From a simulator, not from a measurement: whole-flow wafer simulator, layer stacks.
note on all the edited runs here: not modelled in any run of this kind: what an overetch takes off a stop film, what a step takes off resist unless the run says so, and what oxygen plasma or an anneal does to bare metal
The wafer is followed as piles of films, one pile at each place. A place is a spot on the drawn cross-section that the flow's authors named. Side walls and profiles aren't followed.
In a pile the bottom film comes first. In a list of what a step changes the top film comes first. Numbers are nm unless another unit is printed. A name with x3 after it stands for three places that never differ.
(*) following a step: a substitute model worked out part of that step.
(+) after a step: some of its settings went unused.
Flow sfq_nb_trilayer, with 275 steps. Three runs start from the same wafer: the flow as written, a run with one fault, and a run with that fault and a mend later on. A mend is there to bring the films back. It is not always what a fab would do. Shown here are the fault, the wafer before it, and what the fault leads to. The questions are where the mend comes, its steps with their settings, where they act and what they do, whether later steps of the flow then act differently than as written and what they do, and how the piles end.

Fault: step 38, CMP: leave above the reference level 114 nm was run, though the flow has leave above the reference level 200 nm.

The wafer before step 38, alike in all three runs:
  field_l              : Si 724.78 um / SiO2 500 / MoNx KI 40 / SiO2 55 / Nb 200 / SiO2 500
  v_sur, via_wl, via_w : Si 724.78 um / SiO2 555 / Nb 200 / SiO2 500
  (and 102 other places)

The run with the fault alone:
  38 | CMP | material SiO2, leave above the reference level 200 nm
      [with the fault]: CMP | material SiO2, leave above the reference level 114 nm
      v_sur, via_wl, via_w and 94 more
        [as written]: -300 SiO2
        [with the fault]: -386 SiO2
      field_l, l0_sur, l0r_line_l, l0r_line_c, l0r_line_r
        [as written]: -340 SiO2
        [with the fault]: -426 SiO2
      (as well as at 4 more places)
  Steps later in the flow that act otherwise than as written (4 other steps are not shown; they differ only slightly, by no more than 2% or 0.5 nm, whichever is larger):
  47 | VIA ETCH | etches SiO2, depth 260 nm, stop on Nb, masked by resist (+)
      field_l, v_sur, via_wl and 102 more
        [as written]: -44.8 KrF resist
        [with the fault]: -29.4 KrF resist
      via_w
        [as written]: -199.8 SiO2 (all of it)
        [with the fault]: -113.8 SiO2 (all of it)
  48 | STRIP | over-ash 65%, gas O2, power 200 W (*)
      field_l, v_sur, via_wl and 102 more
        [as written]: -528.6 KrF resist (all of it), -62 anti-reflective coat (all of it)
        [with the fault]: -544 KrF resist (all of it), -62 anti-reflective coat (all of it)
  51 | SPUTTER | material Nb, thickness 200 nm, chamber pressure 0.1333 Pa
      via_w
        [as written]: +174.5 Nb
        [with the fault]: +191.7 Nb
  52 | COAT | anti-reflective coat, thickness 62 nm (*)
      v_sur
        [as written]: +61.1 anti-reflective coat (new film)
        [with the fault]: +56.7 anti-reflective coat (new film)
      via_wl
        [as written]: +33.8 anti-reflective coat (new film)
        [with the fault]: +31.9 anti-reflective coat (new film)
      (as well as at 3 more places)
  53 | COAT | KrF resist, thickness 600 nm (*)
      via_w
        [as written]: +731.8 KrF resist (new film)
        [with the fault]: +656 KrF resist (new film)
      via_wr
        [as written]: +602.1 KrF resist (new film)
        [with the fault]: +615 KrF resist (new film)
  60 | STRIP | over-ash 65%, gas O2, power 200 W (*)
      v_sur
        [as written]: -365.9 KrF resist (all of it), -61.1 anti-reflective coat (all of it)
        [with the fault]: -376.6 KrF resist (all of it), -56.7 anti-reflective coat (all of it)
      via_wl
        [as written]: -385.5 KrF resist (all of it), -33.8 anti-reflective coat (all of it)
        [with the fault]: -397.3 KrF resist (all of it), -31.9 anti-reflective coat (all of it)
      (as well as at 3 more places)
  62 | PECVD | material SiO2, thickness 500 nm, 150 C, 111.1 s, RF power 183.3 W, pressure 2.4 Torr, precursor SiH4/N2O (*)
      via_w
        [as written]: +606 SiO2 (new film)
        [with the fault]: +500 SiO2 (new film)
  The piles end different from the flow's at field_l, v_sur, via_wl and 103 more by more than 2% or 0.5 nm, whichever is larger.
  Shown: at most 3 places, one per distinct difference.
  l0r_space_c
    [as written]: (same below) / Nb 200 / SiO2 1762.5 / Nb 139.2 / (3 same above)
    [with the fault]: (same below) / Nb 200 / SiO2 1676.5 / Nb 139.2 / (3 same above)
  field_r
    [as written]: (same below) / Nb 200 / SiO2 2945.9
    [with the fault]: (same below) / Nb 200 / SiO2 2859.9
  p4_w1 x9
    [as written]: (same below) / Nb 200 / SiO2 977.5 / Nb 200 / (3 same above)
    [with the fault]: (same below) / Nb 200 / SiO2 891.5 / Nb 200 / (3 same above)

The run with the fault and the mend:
  The mend follows step 45.
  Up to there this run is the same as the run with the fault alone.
  45a | STRIP | over-ash 65%, gas O2, power 200 W (*)
      field_l, v_sur, via_wl and 102 more
        -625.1 KrF resist (all of it), -62 anti-reflective coat (all of it)
      via_w
        -62 anti-reflective coat (all of it)
  45b | PECVD | material SiO2, thickness 86 nm, 150 C, 19.11 s, RF power 183.3 W, pressure 2.4 Torr, precursor SiH4/N2O (a further turn of the flow's step 37, with different settings)
      field_l, v_sur, via_wl and 103 more
        +86 SiO2
  45c | COAT | anti-reflective coat, thickness 62 nm (a further turn of the flow's step 40)
      field_l, v_sur, via_wl and 103 more
        +62 anti-reflective coat (new film)
  45d | COAT | KrF resist, thickness 650 nm (a further turn of the flow's step 41)
      field_l, v_sur, via_wl and 103 more
        +650 KrF resist (new film)
  45e | SOFTBAKE | KrF resist (a further turn of the flow's step 42)
      does not change any film at any place that is followed
  45f | EXPOSE | photomask I0, dose 11.91 mJ/cm2, NA 0.6, wavelength 248 nm (*) (a further turn of the flow's step 43)
      does not change any film at any place that is followed
  45g | PEB | KrF resist, 90 s (a further turn of the flow's step 44)
      field_l, v_sur, via_wl and 103 more
        -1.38 KrF resist
  45h | DEVELOP | KrF resist, thickness 650 nm, 60 s (a further turn of the flow's step 45)
      field_l, v_sur, via_wl and 102 more
        -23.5 KrF resist
      via_w
        -648.6 KrF resist (all of it)
  Later steps of the flow that are run all act as written at every place that is followed.
  By the end, the piles equal the flow's at every place that both follow.
